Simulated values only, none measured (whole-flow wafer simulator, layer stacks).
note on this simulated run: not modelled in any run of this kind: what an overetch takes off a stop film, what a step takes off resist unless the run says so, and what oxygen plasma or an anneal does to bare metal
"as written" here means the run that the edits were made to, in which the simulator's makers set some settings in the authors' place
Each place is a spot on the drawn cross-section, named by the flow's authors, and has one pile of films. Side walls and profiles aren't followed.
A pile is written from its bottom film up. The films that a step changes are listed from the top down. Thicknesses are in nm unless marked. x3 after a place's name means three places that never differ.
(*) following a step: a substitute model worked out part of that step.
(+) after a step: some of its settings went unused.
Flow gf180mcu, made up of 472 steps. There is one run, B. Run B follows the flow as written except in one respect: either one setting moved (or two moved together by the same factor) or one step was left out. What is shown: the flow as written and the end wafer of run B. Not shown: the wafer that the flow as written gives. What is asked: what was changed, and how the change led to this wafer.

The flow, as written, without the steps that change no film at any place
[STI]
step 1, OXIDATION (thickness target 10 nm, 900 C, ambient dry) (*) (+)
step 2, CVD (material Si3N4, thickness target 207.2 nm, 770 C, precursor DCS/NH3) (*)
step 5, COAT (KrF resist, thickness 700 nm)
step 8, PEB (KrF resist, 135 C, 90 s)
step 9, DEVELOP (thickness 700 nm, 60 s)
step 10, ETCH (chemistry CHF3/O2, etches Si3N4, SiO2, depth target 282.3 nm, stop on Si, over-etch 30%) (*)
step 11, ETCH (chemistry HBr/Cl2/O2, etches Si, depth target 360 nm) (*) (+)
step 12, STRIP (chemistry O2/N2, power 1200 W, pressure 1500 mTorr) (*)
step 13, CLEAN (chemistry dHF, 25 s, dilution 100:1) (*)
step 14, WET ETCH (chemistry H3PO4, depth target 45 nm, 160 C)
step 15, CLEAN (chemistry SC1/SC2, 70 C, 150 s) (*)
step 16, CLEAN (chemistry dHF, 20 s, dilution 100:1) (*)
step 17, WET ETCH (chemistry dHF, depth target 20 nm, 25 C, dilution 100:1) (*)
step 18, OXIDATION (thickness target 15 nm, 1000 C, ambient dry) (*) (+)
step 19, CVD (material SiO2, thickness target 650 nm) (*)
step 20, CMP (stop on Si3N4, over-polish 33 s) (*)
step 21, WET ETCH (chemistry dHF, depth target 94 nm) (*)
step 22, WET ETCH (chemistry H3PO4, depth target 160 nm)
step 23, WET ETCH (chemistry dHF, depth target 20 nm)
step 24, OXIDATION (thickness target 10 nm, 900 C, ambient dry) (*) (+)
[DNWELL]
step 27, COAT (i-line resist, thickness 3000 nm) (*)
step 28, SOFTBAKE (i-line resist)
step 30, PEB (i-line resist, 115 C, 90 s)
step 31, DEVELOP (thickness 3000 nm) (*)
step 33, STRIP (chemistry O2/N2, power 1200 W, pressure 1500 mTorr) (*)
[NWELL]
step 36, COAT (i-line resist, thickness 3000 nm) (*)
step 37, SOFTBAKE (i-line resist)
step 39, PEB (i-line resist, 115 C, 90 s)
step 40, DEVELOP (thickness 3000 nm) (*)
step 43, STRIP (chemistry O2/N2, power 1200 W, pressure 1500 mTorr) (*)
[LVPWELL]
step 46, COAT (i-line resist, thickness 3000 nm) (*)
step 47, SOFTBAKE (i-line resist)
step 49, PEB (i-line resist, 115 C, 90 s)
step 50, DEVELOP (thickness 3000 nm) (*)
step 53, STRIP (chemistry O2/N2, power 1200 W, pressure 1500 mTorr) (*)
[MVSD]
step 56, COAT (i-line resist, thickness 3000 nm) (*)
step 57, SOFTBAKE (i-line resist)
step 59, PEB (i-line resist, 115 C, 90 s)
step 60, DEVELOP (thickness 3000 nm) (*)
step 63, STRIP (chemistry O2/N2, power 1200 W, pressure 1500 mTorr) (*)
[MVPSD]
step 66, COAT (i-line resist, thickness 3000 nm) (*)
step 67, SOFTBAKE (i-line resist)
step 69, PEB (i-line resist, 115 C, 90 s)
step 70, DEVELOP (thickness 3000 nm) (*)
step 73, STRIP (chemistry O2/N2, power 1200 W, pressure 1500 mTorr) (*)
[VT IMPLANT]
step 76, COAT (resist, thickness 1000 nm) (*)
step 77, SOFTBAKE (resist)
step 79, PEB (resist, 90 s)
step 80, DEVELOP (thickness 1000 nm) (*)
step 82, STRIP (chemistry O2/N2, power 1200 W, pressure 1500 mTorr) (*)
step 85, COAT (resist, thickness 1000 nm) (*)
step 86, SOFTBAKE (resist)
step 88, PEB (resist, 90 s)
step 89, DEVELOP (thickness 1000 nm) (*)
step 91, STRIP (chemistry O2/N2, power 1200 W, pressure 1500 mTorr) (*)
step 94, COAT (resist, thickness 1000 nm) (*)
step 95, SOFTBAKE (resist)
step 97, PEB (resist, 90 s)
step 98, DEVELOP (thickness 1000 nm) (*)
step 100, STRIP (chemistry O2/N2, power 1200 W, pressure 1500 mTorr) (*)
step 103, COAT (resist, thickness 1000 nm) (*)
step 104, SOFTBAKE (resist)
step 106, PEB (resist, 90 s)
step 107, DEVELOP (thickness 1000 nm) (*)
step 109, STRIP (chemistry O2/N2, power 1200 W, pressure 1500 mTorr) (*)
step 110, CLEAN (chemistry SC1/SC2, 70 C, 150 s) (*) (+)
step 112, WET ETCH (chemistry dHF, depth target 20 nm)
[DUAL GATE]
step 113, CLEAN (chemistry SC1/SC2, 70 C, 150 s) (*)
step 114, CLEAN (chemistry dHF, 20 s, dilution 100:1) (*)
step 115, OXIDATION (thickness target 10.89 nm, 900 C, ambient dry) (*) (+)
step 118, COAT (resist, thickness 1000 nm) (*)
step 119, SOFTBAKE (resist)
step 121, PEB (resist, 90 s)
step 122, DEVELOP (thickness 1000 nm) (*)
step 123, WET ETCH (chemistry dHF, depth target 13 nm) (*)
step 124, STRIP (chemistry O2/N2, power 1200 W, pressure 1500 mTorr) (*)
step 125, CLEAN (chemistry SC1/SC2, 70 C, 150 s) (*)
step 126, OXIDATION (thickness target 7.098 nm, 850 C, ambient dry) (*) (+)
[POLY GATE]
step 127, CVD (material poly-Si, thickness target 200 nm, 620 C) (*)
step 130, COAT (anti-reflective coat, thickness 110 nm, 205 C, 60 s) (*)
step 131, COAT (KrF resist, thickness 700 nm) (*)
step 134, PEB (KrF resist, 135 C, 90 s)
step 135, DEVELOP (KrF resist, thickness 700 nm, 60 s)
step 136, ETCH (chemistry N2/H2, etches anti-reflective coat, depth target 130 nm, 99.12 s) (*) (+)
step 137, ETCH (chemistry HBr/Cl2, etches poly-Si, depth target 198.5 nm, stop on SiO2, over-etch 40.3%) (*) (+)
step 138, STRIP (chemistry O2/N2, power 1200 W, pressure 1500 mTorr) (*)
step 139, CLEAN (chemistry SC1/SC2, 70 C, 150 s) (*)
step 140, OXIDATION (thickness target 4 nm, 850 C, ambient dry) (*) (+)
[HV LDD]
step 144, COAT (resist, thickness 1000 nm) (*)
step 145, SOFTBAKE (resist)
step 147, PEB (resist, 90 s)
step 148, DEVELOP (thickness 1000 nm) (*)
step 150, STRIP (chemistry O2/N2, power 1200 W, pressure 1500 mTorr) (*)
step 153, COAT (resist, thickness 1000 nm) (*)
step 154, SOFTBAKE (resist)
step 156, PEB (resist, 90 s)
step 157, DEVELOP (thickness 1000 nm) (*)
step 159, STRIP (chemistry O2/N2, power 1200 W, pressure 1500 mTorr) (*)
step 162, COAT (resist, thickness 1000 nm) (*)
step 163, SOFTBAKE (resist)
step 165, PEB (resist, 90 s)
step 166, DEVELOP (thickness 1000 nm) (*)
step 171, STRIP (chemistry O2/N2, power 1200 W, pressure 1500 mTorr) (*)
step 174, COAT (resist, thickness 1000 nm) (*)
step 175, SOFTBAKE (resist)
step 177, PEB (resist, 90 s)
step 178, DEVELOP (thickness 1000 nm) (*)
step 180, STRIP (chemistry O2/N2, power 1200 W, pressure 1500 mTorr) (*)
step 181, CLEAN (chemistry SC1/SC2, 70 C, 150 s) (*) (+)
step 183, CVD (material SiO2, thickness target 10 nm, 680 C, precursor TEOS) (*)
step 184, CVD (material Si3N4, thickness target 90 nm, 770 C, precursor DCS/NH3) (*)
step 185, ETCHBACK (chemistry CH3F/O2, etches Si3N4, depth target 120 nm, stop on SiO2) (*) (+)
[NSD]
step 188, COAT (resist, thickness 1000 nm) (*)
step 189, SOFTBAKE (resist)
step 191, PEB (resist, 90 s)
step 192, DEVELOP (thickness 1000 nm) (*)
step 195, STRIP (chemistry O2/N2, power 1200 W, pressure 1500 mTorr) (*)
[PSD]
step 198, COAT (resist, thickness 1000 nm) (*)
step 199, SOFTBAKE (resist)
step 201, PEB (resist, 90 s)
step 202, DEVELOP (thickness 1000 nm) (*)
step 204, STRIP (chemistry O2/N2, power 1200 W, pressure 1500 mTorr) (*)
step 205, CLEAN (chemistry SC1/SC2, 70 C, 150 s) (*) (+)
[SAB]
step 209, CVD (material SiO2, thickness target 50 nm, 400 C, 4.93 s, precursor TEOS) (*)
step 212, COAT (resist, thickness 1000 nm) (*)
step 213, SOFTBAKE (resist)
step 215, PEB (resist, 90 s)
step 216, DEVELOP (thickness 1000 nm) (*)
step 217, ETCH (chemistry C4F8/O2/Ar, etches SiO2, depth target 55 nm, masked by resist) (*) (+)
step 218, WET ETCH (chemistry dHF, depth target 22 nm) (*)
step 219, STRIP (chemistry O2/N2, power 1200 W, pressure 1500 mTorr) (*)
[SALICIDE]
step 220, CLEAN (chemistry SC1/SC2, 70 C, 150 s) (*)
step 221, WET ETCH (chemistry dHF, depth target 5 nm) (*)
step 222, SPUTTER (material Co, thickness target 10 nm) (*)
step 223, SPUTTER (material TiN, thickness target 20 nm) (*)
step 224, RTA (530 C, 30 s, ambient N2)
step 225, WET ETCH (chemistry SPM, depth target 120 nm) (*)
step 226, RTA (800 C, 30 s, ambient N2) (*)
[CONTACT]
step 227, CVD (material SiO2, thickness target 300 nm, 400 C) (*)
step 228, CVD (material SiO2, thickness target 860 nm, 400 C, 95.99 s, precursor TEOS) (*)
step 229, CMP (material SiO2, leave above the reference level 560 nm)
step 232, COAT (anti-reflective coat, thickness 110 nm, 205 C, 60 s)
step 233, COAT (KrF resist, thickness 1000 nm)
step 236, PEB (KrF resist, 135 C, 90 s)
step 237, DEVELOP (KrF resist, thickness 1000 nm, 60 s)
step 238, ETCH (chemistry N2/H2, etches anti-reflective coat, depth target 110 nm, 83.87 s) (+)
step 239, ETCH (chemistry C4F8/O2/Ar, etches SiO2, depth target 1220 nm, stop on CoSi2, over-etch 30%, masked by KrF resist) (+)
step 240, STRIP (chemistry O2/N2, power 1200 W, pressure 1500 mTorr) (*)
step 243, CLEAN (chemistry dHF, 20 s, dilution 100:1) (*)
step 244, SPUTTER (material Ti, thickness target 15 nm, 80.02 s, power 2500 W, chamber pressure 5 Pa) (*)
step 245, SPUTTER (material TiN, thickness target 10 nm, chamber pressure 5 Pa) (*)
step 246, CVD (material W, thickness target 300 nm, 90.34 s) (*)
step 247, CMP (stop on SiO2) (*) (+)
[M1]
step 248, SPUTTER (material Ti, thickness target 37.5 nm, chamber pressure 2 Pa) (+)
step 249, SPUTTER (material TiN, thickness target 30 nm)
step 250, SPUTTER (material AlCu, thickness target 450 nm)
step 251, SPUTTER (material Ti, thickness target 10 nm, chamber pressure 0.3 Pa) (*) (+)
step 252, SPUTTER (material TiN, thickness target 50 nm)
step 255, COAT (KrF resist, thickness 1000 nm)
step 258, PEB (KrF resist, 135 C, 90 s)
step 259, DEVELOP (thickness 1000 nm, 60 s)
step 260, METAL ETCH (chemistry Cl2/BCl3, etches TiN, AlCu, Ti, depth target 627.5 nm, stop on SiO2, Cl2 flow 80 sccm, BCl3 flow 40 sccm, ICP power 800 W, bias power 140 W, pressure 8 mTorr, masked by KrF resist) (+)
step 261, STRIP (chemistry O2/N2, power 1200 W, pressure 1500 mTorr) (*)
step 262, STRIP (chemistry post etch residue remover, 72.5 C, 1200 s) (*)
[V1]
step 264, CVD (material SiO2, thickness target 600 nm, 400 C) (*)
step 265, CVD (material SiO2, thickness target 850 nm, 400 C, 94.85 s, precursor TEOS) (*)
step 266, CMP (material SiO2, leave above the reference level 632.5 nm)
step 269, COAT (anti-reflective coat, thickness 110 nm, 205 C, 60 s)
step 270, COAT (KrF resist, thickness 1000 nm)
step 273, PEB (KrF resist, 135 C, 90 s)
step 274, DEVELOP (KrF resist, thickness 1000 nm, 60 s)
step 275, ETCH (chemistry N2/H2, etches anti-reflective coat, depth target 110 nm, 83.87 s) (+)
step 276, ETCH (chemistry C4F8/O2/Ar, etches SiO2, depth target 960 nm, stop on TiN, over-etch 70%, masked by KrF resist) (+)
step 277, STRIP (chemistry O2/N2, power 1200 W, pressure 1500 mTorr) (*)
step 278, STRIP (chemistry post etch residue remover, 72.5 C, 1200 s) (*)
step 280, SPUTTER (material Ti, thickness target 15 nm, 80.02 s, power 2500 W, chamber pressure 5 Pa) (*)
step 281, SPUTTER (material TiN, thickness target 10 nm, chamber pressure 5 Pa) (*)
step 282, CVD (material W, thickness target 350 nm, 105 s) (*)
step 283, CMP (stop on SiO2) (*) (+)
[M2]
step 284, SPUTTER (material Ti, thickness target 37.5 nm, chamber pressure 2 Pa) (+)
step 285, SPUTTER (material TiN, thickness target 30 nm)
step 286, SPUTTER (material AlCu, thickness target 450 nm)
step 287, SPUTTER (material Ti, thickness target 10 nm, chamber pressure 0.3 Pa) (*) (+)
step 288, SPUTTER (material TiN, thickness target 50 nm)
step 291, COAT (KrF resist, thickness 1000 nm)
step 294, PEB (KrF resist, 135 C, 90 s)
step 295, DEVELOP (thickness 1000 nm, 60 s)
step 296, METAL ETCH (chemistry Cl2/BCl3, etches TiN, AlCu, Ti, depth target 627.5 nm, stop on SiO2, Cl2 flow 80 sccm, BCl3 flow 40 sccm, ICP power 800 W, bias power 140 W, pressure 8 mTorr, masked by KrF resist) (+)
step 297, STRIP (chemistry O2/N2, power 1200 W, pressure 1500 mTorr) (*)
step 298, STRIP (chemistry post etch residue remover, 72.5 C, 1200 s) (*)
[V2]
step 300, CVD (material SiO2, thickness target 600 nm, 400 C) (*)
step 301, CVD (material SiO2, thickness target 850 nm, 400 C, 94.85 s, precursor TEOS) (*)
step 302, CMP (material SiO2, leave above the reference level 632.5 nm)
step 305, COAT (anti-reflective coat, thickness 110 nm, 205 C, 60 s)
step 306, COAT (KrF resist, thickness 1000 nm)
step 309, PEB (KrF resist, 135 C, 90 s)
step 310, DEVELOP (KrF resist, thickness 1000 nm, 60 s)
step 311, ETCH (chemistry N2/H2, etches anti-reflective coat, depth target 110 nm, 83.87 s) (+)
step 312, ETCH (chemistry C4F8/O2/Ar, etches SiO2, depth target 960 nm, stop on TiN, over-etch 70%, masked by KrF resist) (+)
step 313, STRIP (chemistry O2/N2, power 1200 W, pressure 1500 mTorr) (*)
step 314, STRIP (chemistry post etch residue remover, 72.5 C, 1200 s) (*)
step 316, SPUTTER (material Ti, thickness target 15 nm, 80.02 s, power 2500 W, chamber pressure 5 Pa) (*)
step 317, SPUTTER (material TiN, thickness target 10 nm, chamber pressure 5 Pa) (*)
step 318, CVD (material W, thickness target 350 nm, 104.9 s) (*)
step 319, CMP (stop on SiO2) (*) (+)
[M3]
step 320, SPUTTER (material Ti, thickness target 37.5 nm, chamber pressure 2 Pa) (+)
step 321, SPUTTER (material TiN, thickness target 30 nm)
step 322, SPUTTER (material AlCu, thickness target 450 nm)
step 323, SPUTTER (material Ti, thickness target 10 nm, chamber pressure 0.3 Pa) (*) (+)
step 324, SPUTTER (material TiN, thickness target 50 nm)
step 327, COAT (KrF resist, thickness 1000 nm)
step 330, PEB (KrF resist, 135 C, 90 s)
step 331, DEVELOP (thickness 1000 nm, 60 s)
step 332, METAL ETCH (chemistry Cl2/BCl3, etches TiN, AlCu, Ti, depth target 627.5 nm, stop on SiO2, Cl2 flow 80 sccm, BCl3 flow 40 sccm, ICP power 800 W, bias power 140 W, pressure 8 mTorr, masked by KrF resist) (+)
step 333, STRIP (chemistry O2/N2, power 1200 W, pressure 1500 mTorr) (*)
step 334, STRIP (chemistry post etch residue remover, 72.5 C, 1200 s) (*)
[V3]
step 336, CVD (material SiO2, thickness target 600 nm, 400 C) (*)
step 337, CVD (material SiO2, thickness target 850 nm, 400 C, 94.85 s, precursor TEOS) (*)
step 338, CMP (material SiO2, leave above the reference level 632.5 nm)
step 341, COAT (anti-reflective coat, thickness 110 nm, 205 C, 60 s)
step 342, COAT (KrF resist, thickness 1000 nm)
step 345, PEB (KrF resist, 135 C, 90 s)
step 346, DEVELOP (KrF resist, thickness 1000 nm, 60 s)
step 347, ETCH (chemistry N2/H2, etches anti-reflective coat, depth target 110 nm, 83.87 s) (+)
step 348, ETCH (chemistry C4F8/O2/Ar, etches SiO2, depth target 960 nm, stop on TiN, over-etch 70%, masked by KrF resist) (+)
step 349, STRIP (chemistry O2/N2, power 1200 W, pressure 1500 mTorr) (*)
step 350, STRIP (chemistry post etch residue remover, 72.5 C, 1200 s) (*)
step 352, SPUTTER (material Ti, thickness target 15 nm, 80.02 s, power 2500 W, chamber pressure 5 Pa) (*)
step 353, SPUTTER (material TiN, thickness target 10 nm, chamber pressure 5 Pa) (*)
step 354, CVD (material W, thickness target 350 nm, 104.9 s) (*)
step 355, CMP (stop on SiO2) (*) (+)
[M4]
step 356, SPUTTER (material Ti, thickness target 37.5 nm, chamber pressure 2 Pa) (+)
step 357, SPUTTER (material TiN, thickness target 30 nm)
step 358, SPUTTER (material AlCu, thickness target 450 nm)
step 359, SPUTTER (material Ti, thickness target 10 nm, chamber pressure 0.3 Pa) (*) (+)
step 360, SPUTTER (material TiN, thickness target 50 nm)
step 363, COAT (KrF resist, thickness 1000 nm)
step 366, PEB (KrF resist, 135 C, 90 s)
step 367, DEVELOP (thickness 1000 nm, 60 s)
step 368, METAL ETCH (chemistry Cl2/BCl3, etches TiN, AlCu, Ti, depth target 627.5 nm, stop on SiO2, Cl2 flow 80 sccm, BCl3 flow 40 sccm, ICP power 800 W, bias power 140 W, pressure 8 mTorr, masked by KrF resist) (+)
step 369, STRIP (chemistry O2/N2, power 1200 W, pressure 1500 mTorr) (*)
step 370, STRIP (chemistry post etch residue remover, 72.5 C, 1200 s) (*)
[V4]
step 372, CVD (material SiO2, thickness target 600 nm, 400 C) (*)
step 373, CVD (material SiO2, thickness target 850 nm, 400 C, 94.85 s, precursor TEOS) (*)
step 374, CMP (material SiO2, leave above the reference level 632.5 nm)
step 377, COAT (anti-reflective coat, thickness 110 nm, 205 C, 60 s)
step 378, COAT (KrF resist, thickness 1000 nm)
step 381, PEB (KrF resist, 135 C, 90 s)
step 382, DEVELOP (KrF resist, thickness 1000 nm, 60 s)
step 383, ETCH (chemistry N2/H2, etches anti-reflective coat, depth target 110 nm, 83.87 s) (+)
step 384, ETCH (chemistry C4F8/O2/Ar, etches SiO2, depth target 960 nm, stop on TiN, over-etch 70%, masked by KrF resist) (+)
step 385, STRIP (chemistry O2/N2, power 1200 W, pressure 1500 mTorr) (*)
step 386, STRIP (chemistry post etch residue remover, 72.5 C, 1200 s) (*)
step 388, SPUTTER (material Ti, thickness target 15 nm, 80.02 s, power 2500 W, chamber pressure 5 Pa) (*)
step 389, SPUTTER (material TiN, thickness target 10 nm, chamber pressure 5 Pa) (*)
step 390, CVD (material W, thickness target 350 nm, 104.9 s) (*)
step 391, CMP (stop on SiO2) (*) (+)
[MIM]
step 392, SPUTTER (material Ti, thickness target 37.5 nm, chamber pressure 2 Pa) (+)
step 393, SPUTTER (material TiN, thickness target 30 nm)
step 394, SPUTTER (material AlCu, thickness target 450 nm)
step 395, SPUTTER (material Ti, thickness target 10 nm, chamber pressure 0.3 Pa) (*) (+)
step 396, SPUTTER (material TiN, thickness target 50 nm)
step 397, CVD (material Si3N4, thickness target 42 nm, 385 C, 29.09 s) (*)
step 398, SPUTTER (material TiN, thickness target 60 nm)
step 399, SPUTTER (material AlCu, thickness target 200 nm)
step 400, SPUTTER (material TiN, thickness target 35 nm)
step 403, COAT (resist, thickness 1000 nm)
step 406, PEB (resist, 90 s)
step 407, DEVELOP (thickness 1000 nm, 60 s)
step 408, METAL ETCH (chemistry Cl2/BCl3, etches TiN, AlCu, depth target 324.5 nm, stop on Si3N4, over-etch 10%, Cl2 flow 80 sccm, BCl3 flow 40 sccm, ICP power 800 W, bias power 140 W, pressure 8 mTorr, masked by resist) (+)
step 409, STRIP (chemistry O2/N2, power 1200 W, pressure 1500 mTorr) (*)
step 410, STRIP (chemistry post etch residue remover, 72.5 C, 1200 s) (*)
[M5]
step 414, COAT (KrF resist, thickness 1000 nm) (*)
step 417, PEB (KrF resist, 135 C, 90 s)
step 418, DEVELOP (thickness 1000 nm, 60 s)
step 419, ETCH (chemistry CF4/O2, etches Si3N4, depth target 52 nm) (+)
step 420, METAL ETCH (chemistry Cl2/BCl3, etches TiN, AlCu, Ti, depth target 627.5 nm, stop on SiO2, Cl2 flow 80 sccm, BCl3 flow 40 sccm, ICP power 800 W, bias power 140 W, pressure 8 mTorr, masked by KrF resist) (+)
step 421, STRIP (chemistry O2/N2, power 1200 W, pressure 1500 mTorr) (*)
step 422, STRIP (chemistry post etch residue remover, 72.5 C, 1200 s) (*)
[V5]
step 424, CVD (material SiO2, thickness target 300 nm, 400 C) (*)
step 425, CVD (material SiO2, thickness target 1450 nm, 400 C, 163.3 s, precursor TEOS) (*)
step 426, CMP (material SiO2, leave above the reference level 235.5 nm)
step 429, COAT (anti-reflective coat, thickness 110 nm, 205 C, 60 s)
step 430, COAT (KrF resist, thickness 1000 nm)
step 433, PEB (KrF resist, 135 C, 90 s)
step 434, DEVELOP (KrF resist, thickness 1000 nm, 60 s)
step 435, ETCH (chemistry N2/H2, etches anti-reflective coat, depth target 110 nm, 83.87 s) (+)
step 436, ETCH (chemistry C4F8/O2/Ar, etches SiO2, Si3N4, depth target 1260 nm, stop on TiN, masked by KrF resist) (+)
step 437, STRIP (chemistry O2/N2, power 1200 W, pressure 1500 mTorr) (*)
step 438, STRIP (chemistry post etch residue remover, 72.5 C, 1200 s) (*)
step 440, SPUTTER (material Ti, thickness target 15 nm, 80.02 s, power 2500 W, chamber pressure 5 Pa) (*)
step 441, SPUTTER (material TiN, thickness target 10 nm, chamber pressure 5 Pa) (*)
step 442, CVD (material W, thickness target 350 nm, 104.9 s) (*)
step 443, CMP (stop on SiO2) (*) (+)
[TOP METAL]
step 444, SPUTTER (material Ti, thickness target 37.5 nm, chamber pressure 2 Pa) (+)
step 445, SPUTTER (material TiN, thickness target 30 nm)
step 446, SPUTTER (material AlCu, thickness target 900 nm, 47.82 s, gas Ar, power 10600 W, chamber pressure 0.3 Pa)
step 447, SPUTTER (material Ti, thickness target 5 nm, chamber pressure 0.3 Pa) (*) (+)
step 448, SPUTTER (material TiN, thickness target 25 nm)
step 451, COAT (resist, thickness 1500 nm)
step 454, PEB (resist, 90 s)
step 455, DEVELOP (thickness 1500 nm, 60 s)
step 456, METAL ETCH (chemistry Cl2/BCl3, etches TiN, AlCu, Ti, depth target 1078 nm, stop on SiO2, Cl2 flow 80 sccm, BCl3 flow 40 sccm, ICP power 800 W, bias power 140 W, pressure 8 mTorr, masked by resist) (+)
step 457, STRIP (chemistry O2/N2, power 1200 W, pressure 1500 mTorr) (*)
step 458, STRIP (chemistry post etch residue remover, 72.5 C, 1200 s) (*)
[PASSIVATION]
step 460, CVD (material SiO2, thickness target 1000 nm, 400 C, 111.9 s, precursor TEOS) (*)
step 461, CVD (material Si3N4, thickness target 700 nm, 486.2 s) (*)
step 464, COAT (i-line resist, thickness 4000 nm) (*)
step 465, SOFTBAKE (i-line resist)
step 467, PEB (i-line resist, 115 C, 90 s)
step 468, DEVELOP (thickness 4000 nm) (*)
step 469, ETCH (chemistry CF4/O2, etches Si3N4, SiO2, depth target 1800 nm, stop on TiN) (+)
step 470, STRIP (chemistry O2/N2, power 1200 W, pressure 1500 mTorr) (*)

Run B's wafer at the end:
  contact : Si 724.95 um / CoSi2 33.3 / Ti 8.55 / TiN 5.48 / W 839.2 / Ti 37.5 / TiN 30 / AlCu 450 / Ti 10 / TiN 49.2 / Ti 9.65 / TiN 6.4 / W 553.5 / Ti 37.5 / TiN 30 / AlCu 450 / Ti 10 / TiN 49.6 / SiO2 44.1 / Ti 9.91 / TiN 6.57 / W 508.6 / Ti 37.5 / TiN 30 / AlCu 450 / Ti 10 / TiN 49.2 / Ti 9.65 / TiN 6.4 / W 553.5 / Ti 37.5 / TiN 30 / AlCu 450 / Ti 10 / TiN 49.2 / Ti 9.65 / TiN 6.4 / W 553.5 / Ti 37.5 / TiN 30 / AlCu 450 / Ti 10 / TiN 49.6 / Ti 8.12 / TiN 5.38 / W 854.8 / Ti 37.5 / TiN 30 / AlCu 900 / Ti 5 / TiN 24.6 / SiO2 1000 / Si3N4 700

What caused this: step 312, ETCH: depth target 528 nm was run, while the flow as written has depth target 960 nm.

The path from the change to this, step by step:
  step 312, ETCH (chemistry C4F8/O2/Ar, etches SiO2, depth target 960 nm, stop on TiN, over-etch 70%, masked by KrF resist) (+)
      contact: SiO2 loses 528 (in the flow as written it would be: SiO2 loses 572.1 (all of it))
      field, field__w1, field__w2 and 107 more: KrF resist loses 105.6 (in the flow as written it would be: KrF resist loses 192)
  step 313, STRIP (chemistry O2/N2, power 1200 W, pressure 1500 mTorr) (*)
      field, field__w1, field__w2 and 107 more: KrF resist loses 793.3 (all of it), anti-reflective coat loses 110 (all of it) (in the flow as written it would be: KrF resist loses 706.9 (all of it), anti-reflective coat loses 110 (all of it))
  step 318, CVD (material W, thickness target 350 nm, 104.9 s) (*)
      contact: W gains 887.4 (new film) (in the flow as written it would be: W gains 932.3 (new film))
Taking metal films that touch as one body, contact has 2 bodies (between them, from the top down: SiO2 44.1); the flow as written gives 1 body.
